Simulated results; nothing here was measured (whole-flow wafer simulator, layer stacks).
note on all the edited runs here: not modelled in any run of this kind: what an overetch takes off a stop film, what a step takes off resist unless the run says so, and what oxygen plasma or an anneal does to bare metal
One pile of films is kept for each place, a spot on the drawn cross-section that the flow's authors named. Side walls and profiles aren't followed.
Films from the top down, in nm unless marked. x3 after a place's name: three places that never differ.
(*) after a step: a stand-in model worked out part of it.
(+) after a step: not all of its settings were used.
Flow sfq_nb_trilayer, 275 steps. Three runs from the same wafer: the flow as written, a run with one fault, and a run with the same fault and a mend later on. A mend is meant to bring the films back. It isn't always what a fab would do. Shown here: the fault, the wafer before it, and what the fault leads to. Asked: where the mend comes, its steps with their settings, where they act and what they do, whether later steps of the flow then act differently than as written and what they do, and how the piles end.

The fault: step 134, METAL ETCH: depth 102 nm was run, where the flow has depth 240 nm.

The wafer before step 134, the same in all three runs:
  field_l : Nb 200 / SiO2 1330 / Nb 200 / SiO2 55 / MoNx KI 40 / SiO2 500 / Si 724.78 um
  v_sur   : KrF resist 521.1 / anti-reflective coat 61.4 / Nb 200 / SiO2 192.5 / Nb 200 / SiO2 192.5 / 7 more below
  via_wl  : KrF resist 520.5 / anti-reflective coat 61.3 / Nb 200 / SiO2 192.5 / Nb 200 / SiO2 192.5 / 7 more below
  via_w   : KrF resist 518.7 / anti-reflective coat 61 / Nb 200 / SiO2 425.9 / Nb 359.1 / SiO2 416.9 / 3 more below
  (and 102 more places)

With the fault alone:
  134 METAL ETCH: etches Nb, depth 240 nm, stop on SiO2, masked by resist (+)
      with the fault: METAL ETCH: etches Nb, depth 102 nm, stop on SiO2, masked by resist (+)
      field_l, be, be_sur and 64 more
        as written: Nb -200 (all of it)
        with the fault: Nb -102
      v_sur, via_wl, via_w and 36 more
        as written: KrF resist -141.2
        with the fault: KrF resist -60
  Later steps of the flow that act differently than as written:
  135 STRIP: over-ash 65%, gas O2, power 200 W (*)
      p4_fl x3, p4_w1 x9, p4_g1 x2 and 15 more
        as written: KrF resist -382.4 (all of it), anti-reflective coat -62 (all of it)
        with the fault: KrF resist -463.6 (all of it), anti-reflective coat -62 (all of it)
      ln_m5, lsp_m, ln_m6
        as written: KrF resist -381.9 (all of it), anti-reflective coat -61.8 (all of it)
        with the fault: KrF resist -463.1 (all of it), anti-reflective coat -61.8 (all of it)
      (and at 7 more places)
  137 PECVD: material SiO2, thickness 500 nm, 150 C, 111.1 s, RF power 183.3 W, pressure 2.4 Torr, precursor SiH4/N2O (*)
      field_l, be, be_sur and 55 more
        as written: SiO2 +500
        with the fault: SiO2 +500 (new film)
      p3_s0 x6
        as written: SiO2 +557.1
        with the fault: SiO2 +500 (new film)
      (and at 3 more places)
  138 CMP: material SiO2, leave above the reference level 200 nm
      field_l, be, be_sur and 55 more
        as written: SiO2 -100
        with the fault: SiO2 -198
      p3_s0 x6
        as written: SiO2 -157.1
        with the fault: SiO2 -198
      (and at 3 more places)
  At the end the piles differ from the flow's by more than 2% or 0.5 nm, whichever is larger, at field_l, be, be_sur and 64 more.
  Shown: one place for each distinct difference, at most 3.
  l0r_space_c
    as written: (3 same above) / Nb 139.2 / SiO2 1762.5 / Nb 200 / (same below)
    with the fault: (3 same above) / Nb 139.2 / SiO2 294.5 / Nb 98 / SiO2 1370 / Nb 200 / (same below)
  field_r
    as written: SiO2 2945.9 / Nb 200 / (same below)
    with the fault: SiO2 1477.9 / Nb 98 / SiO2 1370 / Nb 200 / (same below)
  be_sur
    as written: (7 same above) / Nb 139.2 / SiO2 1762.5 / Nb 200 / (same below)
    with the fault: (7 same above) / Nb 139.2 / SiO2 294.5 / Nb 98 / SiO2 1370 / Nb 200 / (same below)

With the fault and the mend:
  The mend comes after step 134.
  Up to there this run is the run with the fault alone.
  134a METAL ETCH: etches Nb, depth 138 nm, stop on SiO2, masked by resist (+) (the flow's step 134 once more, with other settings)
      field_l, be, be_sur and 64 more
        Nb -98 (all of it)
      v_sur, via_wl, via_w and 36 more
        KrF resist -81.2
  No later step of the flow acts differently than as written at any place that is followed.
  At the end the piles are the same as the flow's at every place that both follow.
